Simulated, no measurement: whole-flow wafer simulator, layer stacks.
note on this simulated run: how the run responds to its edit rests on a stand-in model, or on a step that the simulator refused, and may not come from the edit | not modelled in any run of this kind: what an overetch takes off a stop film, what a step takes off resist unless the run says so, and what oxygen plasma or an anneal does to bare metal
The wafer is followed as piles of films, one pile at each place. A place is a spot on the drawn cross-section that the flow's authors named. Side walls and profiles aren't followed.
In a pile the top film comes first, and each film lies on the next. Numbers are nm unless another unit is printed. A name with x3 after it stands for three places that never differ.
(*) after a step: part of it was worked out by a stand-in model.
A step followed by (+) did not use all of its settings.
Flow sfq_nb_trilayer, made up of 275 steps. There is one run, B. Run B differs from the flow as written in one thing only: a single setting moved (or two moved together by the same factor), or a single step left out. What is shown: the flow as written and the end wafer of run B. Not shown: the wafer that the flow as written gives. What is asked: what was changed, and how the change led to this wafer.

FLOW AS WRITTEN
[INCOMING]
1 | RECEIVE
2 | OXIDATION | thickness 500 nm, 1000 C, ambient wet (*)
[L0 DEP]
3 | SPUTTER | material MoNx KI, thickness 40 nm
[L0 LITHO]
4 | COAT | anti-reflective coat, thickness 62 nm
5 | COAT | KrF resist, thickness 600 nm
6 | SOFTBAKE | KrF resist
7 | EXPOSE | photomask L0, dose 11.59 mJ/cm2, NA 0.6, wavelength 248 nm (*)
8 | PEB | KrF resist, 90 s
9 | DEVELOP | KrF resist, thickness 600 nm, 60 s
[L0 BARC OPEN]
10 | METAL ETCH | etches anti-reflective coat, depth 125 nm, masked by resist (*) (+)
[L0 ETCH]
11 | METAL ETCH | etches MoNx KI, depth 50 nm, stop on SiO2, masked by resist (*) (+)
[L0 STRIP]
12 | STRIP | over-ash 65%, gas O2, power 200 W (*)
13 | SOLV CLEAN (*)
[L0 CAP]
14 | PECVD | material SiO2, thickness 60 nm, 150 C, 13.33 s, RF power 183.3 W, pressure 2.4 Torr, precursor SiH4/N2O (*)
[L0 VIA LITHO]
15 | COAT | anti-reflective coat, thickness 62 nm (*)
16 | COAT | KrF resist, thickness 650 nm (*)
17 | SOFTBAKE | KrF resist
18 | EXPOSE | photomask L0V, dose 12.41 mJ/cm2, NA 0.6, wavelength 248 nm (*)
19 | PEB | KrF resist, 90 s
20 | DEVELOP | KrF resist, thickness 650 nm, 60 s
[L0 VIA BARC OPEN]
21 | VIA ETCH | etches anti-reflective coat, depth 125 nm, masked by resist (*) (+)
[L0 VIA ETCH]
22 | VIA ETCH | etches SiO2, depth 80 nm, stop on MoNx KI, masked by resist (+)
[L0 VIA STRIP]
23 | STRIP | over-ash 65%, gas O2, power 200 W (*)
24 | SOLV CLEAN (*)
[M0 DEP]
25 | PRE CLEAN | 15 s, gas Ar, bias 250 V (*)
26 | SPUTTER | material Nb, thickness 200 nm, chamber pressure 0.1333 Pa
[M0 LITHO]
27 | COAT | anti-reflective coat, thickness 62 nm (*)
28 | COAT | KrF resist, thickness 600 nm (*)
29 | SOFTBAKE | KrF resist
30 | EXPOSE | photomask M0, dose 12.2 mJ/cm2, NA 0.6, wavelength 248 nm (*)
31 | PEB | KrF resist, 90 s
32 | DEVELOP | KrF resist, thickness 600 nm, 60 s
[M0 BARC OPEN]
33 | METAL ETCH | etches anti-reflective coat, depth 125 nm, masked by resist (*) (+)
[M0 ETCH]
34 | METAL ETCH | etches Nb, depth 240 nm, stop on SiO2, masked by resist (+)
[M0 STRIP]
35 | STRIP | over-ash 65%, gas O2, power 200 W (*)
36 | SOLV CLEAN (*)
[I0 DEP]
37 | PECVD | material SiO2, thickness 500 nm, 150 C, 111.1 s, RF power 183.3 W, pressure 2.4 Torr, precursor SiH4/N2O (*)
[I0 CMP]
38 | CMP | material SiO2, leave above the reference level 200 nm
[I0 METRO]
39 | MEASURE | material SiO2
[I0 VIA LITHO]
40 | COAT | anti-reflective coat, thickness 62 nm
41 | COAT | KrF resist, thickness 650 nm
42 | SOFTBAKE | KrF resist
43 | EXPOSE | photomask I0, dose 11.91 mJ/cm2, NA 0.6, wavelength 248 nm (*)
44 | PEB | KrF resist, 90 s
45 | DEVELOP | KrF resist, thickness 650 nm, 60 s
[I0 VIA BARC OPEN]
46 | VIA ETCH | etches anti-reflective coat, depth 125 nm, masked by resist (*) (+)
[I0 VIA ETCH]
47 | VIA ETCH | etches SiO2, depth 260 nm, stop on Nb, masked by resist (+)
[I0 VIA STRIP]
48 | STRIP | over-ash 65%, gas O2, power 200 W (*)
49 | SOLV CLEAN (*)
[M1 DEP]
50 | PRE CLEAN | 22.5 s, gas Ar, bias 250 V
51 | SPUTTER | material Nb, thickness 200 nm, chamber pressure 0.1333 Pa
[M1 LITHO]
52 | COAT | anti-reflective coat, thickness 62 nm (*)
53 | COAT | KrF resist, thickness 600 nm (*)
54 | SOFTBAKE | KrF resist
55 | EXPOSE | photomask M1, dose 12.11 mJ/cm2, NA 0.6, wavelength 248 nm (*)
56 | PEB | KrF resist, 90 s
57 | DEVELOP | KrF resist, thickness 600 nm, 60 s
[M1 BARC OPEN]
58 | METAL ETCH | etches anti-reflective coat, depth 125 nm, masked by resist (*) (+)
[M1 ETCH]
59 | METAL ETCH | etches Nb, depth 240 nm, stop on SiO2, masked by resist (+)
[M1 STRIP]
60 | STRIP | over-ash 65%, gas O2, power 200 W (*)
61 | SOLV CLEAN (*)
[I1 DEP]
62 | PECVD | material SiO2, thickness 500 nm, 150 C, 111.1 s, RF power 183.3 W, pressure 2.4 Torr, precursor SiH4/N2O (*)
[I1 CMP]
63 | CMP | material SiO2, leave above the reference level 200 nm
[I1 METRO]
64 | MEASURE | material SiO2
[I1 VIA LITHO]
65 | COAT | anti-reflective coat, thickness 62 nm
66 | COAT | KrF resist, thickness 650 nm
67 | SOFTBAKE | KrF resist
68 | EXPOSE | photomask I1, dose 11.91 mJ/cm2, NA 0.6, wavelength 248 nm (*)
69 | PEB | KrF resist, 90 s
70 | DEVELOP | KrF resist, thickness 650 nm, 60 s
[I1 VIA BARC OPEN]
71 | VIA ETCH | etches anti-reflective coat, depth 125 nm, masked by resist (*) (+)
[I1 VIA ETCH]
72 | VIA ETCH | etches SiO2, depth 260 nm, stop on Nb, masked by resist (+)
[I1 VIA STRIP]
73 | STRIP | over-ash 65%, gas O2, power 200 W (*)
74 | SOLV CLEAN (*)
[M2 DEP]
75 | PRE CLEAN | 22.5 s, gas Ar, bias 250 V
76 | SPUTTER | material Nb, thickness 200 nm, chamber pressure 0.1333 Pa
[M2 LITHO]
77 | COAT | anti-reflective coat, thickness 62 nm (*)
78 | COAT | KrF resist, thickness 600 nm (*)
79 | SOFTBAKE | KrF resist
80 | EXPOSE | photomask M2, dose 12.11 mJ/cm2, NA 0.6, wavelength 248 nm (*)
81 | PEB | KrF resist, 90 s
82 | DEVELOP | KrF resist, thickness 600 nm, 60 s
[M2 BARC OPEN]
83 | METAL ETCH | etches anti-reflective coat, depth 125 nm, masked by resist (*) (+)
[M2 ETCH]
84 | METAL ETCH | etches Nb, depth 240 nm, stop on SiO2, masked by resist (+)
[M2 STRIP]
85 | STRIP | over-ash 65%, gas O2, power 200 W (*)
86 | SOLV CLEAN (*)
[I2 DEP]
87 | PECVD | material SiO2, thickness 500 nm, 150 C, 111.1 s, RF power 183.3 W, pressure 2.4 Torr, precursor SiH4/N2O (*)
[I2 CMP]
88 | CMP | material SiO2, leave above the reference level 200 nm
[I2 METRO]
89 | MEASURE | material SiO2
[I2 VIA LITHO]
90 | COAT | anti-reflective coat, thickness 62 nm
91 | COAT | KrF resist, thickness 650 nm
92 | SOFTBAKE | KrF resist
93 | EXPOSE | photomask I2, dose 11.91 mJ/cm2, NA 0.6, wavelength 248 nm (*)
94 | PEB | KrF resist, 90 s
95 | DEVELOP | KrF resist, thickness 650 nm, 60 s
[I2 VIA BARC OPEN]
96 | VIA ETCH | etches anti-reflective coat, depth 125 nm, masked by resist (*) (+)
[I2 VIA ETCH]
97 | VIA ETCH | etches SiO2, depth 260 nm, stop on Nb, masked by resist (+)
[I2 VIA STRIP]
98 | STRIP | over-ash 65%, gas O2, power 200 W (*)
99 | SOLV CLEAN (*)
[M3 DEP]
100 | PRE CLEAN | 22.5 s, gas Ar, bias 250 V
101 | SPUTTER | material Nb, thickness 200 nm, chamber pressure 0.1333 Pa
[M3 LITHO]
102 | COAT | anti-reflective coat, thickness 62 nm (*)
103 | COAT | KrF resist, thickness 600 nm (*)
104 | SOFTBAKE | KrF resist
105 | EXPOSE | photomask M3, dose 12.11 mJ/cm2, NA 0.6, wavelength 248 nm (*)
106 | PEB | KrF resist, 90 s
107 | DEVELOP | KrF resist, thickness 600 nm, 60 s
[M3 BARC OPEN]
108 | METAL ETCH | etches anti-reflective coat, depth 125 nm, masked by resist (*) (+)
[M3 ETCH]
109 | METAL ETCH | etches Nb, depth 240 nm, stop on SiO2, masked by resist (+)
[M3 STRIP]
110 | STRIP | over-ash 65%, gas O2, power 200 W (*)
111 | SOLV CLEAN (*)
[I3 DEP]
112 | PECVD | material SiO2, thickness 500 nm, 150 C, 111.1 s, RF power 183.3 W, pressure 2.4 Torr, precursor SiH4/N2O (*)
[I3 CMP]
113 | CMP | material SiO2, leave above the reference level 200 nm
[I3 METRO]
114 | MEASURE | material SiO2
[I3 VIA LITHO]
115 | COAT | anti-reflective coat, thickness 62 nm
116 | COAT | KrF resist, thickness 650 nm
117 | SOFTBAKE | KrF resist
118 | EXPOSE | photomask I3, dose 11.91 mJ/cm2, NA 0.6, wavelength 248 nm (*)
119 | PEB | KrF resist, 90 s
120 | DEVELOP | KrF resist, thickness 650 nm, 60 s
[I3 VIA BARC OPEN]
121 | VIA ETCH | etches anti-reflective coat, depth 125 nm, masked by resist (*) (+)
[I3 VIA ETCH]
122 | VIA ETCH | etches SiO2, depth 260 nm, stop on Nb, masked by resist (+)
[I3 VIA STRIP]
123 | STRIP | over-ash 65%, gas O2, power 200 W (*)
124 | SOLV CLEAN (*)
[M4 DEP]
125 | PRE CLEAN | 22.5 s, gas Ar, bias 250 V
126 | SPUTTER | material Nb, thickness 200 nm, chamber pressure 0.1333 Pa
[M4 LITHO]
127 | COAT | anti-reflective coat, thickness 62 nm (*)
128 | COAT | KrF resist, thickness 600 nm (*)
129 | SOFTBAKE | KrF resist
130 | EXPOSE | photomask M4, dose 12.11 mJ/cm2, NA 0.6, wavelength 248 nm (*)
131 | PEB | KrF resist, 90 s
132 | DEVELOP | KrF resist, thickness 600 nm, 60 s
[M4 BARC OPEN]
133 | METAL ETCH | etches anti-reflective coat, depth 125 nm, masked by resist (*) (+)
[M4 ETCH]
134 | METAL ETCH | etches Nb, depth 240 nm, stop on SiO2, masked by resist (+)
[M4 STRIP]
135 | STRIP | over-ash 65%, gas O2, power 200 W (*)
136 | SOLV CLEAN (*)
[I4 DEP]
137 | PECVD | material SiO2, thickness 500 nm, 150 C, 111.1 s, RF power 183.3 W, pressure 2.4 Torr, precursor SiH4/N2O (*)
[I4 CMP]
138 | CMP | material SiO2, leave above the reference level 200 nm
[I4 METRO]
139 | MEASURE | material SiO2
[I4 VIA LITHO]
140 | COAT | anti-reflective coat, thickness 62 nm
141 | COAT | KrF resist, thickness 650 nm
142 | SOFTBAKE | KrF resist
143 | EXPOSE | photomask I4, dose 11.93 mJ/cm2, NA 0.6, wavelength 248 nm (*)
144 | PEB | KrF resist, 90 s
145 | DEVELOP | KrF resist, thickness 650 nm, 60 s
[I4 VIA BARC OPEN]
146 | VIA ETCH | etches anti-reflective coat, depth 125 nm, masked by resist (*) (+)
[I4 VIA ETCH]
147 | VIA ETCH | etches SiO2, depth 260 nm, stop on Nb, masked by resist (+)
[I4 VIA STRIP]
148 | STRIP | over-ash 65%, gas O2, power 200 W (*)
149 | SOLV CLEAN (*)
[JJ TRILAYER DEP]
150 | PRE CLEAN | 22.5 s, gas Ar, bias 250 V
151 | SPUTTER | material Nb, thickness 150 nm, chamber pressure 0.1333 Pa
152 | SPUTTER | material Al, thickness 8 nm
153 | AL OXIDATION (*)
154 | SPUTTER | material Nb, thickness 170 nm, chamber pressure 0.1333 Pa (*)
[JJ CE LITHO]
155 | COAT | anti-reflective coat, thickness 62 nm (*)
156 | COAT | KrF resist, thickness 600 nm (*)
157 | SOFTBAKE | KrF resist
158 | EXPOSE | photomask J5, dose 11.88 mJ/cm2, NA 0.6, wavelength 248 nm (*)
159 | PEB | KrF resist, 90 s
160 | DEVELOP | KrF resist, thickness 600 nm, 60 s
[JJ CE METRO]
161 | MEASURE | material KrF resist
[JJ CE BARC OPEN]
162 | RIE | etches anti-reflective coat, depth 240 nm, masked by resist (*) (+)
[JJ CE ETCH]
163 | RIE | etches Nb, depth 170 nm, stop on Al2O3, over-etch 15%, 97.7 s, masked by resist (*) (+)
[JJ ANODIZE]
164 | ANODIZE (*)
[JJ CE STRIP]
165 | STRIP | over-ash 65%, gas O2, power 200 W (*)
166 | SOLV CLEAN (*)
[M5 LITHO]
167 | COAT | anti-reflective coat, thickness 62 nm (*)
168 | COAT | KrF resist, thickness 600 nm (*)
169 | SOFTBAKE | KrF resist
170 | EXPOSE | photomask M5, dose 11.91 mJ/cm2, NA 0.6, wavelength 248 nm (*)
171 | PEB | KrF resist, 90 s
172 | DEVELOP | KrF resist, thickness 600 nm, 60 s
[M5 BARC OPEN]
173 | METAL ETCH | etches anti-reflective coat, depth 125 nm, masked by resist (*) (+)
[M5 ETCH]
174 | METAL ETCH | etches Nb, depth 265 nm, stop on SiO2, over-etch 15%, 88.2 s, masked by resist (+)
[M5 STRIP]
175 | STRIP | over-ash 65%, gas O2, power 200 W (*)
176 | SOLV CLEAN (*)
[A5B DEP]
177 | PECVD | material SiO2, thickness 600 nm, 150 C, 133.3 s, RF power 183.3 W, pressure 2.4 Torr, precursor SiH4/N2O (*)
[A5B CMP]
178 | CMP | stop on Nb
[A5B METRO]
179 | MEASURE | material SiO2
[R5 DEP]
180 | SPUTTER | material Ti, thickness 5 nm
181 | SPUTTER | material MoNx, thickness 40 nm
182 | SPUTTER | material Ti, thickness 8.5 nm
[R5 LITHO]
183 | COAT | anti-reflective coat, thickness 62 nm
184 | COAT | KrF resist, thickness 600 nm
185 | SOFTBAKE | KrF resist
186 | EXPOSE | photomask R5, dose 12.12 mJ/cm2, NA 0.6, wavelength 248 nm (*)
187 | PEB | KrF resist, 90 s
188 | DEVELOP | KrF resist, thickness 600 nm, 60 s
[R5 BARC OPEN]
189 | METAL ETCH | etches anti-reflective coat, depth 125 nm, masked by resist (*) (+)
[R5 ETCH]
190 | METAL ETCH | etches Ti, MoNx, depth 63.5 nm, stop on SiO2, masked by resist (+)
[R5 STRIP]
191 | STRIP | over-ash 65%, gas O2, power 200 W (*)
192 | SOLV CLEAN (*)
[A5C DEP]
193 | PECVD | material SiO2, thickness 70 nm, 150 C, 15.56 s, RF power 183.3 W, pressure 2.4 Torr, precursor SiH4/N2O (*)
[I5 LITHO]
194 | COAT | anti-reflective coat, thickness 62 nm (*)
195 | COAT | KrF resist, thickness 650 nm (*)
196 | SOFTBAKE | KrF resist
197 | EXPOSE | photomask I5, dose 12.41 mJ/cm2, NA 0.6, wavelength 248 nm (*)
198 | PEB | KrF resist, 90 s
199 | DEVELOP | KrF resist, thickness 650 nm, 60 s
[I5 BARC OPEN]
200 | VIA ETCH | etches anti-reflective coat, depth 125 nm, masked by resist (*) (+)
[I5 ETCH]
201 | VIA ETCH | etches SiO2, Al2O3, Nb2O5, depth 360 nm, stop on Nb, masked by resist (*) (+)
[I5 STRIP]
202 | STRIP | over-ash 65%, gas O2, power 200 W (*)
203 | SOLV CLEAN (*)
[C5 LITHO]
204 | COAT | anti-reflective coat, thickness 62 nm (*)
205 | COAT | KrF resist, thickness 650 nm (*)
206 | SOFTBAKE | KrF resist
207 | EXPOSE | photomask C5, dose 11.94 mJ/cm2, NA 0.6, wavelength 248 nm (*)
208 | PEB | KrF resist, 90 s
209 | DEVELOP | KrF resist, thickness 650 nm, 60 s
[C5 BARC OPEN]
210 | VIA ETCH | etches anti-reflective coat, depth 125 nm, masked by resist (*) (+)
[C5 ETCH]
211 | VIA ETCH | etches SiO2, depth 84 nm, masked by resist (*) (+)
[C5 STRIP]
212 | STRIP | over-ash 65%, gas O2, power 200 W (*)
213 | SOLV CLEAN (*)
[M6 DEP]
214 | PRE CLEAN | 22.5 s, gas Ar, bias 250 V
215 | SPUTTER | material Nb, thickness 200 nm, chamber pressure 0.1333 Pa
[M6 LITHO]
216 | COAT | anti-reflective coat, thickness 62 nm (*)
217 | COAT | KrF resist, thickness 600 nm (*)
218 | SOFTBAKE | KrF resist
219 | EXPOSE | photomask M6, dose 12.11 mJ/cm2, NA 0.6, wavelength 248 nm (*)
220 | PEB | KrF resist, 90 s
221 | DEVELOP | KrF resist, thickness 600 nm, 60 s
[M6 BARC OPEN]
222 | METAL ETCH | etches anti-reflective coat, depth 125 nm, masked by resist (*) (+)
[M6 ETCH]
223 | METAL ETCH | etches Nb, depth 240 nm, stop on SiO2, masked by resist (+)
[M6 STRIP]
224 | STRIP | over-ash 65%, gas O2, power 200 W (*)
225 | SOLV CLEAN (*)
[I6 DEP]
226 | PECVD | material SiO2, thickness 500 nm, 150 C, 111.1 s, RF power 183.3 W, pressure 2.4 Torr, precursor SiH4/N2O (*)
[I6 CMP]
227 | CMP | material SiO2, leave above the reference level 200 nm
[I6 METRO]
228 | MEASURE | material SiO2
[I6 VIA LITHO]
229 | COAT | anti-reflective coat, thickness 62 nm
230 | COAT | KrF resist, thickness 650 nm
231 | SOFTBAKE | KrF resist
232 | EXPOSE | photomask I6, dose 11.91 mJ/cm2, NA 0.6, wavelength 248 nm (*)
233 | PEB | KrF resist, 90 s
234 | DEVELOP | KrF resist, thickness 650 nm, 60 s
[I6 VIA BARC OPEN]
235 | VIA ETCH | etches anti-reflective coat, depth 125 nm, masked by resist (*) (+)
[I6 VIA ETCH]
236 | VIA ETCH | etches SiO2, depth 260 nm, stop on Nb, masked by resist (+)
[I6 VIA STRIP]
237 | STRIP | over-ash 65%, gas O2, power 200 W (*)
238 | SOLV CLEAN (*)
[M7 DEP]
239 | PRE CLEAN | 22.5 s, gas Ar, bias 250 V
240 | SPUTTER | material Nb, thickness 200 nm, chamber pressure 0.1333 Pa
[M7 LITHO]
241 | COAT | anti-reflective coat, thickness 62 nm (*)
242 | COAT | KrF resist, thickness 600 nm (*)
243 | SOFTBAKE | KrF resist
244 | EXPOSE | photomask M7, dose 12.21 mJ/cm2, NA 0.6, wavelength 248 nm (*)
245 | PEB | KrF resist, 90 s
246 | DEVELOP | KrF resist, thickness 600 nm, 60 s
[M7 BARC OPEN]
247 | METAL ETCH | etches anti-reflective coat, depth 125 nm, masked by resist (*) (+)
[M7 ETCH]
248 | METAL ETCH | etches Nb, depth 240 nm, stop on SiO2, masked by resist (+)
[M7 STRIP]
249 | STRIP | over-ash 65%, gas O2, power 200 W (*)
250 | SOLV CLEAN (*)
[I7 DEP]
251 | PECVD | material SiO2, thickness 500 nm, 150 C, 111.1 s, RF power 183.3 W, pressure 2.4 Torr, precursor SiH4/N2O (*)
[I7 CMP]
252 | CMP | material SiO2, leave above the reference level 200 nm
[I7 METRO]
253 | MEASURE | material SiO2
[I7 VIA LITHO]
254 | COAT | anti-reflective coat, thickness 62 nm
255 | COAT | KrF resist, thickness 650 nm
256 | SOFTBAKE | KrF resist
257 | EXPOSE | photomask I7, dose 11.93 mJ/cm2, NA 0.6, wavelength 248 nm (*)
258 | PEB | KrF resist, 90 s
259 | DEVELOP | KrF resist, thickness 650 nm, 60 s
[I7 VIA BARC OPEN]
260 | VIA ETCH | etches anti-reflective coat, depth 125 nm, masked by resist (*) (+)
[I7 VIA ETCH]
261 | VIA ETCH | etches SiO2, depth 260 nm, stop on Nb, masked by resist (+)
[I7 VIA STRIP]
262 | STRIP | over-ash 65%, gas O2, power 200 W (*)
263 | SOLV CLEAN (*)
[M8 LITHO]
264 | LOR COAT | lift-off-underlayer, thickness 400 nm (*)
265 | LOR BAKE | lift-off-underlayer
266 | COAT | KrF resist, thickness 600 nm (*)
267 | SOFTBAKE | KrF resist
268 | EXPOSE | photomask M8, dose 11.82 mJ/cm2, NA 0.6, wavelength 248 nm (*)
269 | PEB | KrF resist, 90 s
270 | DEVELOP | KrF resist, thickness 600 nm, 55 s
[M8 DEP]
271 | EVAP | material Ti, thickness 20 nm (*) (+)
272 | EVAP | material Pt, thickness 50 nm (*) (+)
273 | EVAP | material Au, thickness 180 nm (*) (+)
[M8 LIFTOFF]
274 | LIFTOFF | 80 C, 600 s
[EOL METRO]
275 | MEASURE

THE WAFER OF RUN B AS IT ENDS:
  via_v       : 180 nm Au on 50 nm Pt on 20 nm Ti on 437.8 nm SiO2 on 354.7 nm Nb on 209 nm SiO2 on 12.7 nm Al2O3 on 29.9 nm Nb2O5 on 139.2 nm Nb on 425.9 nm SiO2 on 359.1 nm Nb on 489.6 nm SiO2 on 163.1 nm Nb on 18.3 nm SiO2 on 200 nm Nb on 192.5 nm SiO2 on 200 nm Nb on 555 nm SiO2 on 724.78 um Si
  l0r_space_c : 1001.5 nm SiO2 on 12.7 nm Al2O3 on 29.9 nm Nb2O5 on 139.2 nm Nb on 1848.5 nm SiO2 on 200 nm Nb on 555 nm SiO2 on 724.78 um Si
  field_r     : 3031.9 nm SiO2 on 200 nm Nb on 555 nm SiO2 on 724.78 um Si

Cause: step 63, CMP: leave above the reference level 286 nm was run, while the flow as written has leave above the reference level 200 nm.

Step by step, how the change led to this:
  63 | CMP | material SiO2, leave above the reference level 200 nm
      field_l, be, be_sur and 72 more: SiO2 loses 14 (in the flow as written it would be: SiO2 loses 100)
      v_sur, via_wl, via_wr and 20 more: SiO2 loses 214 (in the flow as written it would be: SiO2 loses 300)
      (as well as at 8 more places)
  72 | VIA ETCH | etches SiO2, depth 260 nm, stop on Nb, masked by resist (+)
      via_v: SiO2 loses 260 (in the flow as written it would be: SiO2 loses 199.8 (all of it))
  75 | PRE CLEAN | 22.5 s, gas Ar, bias 250 V
      via_v: SiO2 loses 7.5 (in the flow as written it would be: Nb loses 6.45)
  76 | SPUTTER | material Nb, thickness 200 nm, chamber pressure 0.1333 Pa
      via_v: Nb gains 163.1 (new film) (in the flow as written it would be: Nb gains 174.5)
  77 | COAT | anti-reflective coat, thickness 62 nm (*)
      via_sp: anti-reflective coat gains 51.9 (new film) (in the flow as written it would be: anti-reflective coat gains 53.2 (new film))
      via_v: anti-reflective coat gains 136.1 (new film) (in the flow as written it would be: anti-reflective coat gains 123.1 (new film))
      (as well as at 1 more place)
  78 | COAT | KrF resist, thickness 600 nm (*)
      via_v: KrF resist gains 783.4 (new film) (in the flow as written it would be: KrF resist gains 733.7 (new film))
  85 | STRIP | over-ash 65%, gas O2, power 200 W (*)
      via_sp: KrF resist loses 370.4 (all of it), anti-reflective coat loses 51.9 (all of it) (in the flow as written it would be: KrF resist loses 374.4 (all of it), anti-reflective coat loses 53.2 (all of it))
      via_v: KrF resist loses 565.3 (all of it), anti-reflective coat loses 136.1 (all of it) (in the flow as written it would be: KrF resist loses 515.8 (all of it), anti-reflective coat loses 123.1 (all of it))
      (as well as at 1 more place)
  87 | PECVD | material SiO2, thickness 500 nm, 150 C, 111.1 s, RF power 183.3 W, pressure 2.4 Torr, precursor SiH4/N2O (*)
      via_v: SiO2 gains 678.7 (new film) (in the flow as written it would be: SiO2 gains 606 (new film))
Taking metal films that touch as one body, via_v has 7 bodies (between them, from the top down: SiO2 437.8; SiO2 209 / Al2O3 12.7 / Nb2O5 29.9; SiO2 425.9; SiO2 489.6; SiO2 18.3; SiO2 192.5); the flow as written gives 6 bodies (between them, from the top down: SiO2 437.8; SiO2 209 / Al2O3 12.7 / Nb2O5 29.9; SiO2 425.9; SiO2 416.9; SiO2 192.5).
